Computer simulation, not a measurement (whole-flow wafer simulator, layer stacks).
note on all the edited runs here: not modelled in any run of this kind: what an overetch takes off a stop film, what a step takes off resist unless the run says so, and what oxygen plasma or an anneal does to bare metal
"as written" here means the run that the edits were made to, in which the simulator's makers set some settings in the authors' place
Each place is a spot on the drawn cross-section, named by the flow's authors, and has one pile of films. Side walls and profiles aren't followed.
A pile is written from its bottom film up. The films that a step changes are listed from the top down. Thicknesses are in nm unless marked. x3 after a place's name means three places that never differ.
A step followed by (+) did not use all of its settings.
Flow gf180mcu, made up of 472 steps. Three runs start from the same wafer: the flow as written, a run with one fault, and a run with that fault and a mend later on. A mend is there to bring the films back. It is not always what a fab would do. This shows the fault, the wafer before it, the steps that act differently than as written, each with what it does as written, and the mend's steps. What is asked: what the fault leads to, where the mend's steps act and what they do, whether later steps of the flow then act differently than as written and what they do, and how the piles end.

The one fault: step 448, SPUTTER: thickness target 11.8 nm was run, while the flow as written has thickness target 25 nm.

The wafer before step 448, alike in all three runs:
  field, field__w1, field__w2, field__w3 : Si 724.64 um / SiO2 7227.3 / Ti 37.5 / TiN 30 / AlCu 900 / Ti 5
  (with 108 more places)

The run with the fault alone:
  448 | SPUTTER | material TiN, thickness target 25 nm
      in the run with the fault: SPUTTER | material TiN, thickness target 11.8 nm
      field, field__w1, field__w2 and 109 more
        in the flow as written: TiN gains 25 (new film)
        in the run with the fault: TiN gains 11.8 (new film)
  Later steps of the flow acting differently than as written (4 more steps, not shown, differ only slightly: by at most 2% or 0.5 nm, whichever is larger):
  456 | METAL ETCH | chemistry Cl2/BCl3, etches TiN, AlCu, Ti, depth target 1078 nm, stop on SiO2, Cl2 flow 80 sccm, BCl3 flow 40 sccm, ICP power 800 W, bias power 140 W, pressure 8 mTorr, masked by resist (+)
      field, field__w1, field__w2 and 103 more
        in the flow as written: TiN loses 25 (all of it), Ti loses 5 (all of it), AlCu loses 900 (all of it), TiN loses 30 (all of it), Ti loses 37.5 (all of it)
        in the run with the fault: TiN loses 11.8 (all of it), Ti loses 5 (all of it), AlCu loses 900 (all of it), TiN loses 30 (all of it), Ti loses 37.5 (all of it)
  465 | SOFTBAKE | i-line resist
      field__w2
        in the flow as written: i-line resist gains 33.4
        in the run with the fault: i-line resist gains 32.7
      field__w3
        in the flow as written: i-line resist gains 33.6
        in the run with the fault: i-line resist gains 32.9
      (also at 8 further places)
  The piles end different from the flow's at field__w8, contact, m1, m1__w1, pad, m1_nw by more than 2% or 0.5 nm, whichever is larger.
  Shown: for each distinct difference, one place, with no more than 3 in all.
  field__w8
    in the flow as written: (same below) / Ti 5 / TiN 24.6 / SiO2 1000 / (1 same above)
    in the run with the fault: (same below) / Ti 5 / TiN 11.4 / SiO2 1000 / (1 same above)
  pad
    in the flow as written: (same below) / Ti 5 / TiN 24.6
    in the run with the fault: (same below) / Ti 5 / TiN 11.4

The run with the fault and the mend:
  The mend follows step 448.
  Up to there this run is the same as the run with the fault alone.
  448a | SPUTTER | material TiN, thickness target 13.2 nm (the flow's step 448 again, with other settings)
      field, field__w1, field__w2 and 109 more
        TiN gains 13.2
  None of the later steps of the flow acts differently than as written at any place that is followed.
  The piles end the same as the flow's at every place that both follow.
